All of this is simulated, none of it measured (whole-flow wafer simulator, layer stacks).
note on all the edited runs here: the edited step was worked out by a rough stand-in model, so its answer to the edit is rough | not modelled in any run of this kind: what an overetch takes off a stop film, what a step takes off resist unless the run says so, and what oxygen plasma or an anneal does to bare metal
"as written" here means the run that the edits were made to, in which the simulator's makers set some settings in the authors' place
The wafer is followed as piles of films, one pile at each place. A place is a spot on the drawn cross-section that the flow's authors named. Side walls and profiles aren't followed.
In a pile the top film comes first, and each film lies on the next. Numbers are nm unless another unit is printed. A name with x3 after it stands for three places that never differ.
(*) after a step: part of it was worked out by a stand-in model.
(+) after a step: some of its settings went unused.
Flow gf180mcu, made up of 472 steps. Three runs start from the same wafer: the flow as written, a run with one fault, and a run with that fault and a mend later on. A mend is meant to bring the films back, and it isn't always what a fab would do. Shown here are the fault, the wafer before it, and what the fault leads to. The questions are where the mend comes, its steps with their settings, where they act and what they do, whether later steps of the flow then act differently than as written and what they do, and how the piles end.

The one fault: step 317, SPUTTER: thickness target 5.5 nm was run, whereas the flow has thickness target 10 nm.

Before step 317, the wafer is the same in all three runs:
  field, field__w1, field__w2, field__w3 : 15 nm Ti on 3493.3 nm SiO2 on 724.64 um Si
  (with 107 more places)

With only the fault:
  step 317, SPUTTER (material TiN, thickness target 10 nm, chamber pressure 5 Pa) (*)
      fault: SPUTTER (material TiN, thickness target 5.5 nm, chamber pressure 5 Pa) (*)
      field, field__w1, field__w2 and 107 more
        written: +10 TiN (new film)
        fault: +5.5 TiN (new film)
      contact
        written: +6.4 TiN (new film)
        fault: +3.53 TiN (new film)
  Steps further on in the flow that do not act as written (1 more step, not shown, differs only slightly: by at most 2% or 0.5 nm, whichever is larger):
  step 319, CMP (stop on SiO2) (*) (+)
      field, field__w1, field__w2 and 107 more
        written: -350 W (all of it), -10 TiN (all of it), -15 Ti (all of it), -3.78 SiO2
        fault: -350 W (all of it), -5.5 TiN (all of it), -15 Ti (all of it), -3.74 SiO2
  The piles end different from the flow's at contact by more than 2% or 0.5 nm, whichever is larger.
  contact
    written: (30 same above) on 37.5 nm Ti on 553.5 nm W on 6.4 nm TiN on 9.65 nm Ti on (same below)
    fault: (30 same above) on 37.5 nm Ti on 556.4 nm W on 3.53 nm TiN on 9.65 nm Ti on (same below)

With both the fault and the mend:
  The mend stands after step 317.
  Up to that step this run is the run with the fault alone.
  step 317a, SPUTTER (material TiN, thickness target 4.5 nm, chamber pressure 5 Pa) (*) (the flow's step 317, run once more with other settings)
      field, field__w1, field__w2 and 107 more
        +4.5 TiN
      contact
        +2.88 TiN
  Every later step of the flow that is run acts as written at every place that is followed.
  At every place that both follow, the piles at the end match the flow's.
